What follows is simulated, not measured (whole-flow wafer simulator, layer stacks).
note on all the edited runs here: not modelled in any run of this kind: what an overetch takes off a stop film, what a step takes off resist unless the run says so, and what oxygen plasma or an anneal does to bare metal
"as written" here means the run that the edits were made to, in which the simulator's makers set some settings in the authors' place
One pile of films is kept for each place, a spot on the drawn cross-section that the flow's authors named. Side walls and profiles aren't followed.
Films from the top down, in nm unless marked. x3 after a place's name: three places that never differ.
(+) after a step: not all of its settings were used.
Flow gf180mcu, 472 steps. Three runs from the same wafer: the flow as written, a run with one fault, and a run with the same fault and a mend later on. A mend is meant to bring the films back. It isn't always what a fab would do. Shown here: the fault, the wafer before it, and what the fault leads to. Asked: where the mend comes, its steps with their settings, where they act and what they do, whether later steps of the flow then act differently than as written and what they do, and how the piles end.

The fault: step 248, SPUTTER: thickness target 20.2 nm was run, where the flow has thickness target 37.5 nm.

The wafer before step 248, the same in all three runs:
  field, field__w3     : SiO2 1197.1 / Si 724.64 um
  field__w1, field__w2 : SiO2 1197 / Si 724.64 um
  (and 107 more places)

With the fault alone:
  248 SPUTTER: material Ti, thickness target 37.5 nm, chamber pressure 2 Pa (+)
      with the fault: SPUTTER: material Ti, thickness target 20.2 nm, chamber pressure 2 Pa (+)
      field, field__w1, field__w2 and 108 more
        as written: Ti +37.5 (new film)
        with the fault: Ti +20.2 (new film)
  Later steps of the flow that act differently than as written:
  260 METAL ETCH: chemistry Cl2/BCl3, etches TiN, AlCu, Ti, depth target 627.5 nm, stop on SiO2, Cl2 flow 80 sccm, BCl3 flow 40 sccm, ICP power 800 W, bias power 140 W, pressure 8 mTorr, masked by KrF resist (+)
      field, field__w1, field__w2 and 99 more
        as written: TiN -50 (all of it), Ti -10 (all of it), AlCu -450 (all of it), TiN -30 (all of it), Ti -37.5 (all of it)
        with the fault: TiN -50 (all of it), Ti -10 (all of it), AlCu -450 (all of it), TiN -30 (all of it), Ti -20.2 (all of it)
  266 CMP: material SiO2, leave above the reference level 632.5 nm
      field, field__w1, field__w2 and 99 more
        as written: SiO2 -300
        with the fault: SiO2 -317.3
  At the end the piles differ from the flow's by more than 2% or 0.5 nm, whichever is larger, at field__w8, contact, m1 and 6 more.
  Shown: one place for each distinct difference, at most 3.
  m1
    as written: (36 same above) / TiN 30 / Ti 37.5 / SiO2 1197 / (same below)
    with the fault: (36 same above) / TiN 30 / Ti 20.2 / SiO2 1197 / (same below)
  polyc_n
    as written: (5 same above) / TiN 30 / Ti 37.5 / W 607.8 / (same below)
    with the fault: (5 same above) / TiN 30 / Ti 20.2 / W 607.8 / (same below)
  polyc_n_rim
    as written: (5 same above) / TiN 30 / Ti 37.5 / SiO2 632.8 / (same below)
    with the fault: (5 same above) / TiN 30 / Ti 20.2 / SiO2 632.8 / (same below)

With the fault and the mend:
  The mend comes after step 248.
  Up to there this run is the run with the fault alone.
  248a SPUTTER: material Ti, thickness target 17.3 nm, chamber pressure 2 Pa (+) (the flow's step 248 once more, with other settings)
      field, field__w1, field__w2 and 108 more
        Ti +17.3
  No later step of the flow acts differently than as written at any place that is followed.
  At the end the piles are the same as the flow's at every place that both follow.
